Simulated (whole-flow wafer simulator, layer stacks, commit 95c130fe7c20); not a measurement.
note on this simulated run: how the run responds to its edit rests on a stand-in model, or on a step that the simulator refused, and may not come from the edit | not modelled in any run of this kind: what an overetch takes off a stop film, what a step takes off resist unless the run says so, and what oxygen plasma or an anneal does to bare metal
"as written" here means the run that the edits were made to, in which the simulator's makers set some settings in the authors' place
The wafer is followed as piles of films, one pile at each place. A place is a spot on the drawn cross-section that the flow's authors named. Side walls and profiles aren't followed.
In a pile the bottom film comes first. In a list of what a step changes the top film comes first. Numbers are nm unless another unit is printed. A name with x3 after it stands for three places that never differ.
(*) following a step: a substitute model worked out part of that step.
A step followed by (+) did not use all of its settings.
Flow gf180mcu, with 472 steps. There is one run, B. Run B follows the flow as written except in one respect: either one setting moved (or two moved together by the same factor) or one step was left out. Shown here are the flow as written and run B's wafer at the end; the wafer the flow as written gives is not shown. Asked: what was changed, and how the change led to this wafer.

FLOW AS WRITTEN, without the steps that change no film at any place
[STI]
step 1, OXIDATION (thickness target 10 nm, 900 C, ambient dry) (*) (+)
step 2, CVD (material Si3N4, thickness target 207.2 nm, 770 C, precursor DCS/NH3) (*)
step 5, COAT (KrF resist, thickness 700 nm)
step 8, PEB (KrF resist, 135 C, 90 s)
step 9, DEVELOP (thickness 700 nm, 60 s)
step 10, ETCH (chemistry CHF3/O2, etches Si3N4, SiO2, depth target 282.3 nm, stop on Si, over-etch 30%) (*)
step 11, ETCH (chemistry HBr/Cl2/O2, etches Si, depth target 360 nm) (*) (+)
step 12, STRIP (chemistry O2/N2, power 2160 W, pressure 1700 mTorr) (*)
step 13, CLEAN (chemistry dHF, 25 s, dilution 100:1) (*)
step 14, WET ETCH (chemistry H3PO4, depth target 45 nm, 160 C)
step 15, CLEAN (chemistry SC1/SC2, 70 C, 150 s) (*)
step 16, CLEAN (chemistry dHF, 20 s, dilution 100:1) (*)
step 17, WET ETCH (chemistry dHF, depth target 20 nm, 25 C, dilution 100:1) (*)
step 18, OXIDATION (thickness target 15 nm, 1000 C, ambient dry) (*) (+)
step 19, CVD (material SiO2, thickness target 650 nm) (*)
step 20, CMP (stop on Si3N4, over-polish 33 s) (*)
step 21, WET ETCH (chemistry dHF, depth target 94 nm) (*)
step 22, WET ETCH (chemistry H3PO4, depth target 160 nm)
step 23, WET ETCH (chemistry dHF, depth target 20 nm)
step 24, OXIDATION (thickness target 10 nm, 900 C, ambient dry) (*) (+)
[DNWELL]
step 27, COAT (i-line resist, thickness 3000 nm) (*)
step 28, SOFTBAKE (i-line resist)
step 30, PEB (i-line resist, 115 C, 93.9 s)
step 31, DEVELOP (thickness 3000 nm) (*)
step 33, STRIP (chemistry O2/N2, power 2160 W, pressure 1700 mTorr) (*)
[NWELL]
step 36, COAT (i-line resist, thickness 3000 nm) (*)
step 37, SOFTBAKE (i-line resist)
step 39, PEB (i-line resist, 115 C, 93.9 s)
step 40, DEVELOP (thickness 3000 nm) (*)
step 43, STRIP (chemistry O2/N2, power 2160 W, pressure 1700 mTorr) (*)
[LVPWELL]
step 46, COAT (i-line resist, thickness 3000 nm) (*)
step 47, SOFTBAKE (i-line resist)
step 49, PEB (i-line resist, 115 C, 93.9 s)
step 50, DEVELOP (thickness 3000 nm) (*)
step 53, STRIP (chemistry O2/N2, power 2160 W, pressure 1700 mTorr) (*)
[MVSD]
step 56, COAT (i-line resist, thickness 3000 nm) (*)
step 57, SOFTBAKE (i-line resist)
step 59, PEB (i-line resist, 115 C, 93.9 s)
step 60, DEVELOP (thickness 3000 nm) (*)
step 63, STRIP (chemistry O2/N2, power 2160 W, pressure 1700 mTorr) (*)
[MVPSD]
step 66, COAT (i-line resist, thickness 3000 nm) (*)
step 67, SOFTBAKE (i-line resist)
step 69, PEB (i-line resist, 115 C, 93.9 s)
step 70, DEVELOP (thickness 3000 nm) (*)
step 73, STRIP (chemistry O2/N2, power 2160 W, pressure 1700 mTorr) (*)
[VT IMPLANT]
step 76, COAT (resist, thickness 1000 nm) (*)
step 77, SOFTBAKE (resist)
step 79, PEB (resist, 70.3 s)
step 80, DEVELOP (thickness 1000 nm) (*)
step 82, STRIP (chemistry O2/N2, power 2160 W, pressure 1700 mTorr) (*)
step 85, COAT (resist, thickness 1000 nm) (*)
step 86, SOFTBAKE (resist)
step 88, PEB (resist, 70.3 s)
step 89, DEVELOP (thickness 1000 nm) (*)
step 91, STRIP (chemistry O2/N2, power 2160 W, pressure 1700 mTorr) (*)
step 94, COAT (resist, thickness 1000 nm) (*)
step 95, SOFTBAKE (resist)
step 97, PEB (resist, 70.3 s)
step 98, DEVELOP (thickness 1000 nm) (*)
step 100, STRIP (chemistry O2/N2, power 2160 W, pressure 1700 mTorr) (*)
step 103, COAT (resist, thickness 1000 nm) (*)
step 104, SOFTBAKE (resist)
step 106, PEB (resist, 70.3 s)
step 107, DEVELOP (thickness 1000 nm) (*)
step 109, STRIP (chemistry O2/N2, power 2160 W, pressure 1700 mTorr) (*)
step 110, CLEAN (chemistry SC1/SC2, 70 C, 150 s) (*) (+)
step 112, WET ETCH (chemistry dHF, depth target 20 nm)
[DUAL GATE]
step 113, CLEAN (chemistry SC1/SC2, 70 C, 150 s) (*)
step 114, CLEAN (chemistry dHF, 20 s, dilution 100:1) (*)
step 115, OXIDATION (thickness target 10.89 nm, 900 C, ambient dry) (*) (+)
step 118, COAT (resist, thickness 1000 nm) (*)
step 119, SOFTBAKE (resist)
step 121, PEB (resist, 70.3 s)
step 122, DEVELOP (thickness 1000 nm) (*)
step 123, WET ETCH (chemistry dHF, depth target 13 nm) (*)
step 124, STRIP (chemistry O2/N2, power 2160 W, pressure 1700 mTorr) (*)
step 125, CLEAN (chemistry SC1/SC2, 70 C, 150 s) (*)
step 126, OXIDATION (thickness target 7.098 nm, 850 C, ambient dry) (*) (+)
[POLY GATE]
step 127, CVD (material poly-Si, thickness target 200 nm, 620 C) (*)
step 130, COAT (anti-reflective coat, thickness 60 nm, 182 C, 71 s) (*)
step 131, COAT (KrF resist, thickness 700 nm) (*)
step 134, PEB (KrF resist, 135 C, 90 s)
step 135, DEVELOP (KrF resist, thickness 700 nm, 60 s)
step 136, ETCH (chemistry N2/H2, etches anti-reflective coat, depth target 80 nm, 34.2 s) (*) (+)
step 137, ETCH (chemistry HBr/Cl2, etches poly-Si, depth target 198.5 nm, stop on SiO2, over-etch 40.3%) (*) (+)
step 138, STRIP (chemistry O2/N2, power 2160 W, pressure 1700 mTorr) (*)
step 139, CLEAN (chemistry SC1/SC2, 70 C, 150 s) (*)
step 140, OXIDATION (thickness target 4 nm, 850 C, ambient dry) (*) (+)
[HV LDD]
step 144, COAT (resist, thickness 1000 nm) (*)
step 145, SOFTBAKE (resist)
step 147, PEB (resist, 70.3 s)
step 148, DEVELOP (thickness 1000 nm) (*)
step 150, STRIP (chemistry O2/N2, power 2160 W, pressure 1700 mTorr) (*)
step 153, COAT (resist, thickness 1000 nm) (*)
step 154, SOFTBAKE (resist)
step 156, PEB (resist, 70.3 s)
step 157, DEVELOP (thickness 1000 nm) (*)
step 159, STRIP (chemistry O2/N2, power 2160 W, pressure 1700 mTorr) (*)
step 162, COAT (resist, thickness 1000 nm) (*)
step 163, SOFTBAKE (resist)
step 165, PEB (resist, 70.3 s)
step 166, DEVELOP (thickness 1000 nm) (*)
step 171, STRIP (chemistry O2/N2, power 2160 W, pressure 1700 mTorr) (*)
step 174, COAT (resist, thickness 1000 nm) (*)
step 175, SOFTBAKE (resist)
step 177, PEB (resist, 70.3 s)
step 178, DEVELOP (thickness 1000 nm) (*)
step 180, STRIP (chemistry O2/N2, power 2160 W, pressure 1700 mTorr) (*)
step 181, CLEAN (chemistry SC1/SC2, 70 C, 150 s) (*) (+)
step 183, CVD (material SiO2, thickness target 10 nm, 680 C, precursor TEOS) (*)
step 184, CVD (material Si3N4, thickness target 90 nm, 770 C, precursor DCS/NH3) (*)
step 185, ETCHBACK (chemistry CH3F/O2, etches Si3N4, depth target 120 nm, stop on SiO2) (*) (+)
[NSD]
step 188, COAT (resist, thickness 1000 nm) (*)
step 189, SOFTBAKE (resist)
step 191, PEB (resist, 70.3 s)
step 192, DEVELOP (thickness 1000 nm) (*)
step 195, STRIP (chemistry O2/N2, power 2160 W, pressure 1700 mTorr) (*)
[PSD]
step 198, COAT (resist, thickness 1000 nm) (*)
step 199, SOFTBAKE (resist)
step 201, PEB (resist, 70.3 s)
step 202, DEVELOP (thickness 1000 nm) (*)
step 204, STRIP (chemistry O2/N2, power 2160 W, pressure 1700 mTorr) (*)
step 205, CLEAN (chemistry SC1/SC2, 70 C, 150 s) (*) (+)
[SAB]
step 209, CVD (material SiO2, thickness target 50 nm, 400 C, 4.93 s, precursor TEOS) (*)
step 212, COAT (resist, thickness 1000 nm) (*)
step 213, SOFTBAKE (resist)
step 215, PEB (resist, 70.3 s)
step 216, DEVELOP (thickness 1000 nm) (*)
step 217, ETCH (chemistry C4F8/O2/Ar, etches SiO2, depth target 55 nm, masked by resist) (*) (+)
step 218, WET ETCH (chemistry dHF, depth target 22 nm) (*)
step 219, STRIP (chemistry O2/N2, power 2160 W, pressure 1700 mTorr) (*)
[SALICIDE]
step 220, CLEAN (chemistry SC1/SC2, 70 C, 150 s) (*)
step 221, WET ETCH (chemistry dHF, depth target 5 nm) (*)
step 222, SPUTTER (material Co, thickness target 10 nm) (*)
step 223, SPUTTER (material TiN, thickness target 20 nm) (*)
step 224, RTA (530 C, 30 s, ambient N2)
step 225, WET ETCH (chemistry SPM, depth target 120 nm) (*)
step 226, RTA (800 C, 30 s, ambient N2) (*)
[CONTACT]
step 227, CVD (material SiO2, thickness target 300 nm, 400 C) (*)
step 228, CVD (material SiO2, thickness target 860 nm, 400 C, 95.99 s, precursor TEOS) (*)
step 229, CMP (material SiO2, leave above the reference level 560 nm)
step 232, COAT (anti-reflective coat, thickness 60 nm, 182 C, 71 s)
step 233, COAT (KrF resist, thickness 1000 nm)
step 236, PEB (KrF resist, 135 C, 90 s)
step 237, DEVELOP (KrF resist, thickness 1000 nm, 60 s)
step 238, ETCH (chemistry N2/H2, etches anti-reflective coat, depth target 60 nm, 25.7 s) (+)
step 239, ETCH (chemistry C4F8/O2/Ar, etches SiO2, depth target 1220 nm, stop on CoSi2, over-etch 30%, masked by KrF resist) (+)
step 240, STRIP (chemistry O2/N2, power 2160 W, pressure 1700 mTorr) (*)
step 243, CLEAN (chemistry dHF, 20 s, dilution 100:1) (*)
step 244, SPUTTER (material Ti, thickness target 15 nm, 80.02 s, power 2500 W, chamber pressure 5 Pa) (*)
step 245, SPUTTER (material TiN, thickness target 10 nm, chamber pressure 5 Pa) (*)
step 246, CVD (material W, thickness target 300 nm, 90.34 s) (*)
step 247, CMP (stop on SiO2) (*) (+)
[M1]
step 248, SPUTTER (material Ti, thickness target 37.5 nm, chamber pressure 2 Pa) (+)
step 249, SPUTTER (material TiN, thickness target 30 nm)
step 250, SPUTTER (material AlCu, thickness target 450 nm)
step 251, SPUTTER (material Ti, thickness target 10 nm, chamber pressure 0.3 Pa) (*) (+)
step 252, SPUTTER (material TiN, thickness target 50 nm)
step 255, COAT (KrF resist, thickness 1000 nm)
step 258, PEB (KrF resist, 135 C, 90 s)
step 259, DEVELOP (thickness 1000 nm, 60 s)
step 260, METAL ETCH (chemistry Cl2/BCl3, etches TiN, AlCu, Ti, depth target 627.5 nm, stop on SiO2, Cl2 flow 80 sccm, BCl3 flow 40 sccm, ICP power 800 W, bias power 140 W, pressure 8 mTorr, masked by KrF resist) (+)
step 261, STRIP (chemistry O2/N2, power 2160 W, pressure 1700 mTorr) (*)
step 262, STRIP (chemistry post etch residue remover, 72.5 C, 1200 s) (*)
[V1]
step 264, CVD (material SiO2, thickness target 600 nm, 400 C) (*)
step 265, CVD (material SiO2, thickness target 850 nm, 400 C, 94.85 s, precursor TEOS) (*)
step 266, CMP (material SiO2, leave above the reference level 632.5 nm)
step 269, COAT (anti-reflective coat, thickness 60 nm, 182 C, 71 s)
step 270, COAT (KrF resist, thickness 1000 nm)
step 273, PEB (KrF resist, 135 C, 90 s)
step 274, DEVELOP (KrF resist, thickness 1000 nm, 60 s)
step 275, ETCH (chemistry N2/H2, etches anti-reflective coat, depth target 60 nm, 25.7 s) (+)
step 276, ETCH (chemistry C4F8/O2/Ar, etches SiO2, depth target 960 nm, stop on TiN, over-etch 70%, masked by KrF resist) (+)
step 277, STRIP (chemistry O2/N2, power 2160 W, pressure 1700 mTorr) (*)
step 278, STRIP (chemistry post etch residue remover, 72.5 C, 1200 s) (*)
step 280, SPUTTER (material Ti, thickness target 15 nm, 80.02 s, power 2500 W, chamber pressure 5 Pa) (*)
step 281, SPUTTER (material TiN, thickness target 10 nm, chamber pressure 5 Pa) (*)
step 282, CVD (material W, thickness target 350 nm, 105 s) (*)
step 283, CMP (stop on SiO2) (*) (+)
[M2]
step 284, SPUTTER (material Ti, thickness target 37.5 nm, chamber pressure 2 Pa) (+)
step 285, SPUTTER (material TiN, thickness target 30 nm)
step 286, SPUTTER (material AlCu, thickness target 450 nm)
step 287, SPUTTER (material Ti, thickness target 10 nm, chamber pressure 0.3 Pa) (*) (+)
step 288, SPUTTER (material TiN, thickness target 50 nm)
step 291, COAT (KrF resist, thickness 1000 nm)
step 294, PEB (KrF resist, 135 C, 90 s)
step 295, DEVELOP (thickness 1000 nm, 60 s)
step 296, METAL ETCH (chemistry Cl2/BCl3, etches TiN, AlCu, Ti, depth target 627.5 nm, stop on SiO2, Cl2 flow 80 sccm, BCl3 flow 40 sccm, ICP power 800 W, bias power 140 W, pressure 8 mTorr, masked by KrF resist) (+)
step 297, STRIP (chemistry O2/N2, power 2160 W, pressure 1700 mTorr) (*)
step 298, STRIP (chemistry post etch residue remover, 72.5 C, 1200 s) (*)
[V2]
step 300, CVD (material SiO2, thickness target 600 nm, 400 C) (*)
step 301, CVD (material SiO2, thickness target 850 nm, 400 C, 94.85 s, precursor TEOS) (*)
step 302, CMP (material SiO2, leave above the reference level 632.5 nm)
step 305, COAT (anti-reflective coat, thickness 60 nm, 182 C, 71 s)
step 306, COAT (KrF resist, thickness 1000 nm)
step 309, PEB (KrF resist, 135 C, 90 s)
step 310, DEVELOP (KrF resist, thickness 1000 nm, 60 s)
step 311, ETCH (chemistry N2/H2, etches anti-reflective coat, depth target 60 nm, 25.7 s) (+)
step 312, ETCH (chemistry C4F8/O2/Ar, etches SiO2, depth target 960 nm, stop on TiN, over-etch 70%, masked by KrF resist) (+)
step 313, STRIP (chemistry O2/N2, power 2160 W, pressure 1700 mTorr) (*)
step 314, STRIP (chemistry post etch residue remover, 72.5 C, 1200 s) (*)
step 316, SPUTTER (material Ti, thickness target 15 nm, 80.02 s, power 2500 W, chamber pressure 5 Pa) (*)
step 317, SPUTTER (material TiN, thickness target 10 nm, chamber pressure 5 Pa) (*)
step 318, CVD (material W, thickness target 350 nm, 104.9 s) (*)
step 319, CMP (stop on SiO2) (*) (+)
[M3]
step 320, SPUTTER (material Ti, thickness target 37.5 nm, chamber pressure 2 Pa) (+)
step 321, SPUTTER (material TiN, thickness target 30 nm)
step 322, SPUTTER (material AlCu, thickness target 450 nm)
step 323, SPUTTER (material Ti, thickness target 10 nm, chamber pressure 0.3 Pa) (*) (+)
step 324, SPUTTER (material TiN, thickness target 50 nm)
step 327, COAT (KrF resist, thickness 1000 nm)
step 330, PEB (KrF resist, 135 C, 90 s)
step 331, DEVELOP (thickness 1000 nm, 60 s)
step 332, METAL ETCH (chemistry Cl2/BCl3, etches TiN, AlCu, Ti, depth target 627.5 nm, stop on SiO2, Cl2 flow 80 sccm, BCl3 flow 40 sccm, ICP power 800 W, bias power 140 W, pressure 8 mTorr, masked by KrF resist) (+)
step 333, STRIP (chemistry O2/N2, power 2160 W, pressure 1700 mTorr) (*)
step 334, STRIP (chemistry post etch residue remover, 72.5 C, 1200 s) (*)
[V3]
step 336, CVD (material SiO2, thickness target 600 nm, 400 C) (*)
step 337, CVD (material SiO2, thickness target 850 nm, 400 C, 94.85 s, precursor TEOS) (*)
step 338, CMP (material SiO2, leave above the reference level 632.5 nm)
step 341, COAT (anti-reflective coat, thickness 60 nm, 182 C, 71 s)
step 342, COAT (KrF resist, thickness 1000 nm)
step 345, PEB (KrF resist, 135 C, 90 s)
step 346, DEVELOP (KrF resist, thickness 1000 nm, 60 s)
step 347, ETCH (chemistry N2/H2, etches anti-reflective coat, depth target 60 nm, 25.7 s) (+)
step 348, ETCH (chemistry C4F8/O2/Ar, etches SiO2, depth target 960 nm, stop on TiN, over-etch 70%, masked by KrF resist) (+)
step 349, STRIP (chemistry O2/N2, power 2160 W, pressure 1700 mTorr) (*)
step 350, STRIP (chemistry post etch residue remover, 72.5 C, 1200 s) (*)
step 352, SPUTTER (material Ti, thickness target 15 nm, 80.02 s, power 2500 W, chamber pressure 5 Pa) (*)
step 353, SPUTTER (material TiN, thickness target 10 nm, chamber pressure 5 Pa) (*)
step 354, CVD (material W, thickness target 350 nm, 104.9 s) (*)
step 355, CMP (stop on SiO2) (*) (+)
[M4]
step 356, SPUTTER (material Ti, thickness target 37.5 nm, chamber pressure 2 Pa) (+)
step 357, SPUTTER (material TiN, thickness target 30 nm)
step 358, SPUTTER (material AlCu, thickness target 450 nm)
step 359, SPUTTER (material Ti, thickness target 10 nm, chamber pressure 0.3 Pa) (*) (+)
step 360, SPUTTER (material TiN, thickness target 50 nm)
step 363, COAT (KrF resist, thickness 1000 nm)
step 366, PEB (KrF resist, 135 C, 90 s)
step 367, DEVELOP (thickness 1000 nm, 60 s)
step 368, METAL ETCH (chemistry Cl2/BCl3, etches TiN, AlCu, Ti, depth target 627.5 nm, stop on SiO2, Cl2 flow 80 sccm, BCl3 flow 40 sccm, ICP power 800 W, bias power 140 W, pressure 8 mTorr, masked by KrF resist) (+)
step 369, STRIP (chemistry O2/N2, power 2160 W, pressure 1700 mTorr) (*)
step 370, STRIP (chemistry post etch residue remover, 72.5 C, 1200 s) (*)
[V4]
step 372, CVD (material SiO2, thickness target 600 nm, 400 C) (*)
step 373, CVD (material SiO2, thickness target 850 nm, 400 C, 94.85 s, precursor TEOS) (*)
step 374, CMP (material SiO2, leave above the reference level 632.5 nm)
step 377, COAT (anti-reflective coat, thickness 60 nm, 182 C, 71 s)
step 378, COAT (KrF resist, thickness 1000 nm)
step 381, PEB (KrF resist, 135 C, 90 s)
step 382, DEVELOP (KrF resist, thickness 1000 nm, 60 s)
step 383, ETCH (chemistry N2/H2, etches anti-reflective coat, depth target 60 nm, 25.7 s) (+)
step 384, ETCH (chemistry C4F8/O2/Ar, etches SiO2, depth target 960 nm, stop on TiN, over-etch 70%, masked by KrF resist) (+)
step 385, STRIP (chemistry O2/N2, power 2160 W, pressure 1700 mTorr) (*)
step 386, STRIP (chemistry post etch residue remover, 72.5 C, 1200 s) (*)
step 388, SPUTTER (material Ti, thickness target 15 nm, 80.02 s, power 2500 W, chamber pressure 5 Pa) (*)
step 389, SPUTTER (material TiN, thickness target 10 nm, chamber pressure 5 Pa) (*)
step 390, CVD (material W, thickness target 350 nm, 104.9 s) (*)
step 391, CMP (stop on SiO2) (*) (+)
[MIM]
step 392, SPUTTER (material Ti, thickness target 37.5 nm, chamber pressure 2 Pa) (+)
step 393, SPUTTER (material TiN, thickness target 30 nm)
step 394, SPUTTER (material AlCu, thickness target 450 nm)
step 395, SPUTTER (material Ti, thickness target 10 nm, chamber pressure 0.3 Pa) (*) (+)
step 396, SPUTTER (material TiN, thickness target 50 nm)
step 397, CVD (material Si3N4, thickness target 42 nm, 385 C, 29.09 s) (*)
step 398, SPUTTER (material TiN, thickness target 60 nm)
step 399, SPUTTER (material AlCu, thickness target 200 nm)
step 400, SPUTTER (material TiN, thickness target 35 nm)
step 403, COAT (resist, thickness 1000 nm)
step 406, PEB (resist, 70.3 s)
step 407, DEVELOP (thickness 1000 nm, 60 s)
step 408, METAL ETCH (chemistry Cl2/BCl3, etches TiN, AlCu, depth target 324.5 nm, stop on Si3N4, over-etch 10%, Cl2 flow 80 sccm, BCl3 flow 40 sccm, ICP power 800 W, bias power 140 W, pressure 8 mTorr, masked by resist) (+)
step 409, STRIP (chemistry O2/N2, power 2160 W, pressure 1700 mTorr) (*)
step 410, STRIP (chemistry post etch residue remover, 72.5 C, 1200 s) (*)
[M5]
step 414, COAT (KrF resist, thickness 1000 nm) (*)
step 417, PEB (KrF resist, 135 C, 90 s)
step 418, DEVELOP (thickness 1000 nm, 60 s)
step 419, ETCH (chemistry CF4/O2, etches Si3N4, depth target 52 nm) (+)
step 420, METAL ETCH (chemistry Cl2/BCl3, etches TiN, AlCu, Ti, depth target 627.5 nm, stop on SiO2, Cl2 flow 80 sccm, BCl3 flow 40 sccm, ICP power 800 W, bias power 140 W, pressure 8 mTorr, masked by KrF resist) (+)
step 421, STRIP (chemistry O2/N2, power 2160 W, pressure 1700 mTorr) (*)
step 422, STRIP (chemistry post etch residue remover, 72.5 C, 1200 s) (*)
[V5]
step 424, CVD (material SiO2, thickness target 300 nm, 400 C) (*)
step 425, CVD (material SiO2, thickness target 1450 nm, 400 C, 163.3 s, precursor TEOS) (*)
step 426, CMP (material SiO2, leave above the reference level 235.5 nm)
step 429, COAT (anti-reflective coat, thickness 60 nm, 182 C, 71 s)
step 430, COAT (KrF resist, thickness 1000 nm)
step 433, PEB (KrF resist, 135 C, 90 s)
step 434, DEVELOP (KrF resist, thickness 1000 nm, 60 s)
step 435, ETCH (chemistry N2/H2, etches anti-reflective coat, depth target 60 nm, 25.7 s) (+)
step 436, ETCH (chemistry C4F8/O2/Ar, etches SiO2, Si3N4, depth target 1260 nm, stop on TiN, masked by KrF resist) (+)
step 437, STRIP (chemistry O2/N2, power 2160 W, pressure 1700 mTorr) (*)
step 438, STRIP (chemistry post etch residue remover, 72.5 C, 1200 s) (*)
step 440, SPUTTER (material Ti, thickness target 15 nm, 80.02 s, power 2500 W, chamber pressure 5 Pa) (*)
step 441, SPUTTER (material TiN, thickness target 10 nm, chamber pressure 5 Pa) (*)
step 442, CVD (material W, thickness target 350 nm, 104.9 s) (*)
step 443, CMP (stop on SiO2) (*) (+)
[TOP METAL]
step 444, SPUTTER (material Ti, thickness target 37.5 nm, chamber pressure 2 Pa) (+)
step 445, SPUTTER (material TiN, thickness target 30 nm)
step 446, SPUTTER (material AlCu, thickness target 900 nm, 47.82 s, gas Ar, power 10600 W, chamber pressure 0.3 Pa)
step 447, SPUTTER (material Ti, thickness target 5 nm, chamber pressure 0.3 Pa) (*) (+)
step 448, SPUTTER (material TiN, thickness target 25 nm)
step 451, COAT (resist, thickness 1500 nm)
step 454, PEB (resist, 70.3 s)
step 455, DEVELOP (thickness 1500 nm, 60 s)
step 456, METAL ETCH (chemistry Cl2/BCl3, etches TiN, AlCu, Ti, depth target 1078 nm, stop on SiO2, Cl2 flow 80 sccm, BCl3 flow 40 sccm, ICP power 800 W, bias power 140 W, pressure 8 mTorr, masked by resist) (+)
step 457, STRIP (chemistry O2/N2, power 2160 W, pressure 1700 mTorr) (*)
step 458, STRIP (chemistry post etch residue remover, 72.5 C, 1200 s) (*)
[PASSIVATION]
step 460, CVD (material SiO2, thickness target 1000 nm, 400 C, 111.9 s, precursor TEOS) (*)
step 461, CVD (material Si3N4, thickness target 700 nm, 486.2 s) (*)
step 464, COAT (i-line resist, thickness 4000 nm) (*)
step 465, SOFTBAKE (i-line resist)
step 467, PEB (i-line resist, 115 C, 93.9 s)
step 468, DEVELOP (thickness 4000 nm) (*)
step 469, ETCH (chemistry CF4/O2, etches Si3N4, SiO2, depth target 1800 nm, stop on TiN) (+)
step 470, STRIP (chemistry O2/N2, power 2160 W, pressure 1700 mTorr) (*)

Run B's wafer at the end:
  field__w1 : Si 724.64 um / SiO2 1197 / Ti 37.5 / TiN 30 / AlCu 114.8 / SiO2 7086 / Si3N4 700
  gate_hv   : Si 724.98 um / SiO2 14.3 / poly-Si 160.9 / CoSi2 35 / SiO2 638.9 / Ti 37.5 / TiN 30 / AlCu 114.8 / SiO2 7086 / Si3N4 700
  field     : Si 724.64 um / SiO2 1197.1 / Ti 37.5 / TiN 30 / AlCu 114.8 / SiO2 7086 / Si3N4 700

Cause: step 250, SPUTTER: thickness target 688 nm was run, though the flow has thickness target 450 nm.

How this came from the change, step by step:
  step 250, SPUTTER (material AlCu, thickness target 450 nm)
      field, field__w1, field__w2 and 108 more: +688 AlCu (new film) (it would be, as written: +450 AlCu (new film))
  step 260, METAL ETCH (chemistry Cl2/BCl3, etches TiN, AlCu, Ti, depth target 627.5 nm, stop on SiO2, Cl2 flow 80 sccm, BCl3 flow 40 sccm, ICP power 800 W, bias power 140 W, pressure 8 mTorr, masked by KrF resist) (+)
      field, field__w1, field__w2 and 99 more: -50 TiN (all of it), -10 Ti (all of it), -567.5 AlCu (it would be, as written: -50 TiN (all of it), -10 Ti (all of it), -450 AlCu (all of it), -30 TiN (all of it), -37.5 Ti (all of it))
  step 262, STRIP (chemistry post etch residue remover, 72.5 C, 1200 s) (*)
      field, field__w1, field__w2 and 99 more: -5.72 AlCu (it would be, as written: nothing)
  step 264, CVD (material SiO2, thickness target 600 nm, 400 C) (*)
      field, field__w1, field__w2 and 99 more: +600 SiO2 (new film) (it would be, as written: +600 SiO2)
  step 266, CMP (material SiO2, leave above the reference level 632.5 nm)
      field, field__w1, field__w2 and 99 more: -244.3 SiO2 (it would be, as written: -300 SiO2)
With metal films that touch counted as one body, field__w1 has 1 body; the flow as written gives 0 bodies.
With metal films that touch counted as one body, gate_hv has 2 bodies (between them, from the top down: SiO2 638.9); the flow as written gives 1 body.
With metal films that touch counted as one body, field has 1 body; the flow as written gives 0 bodies.
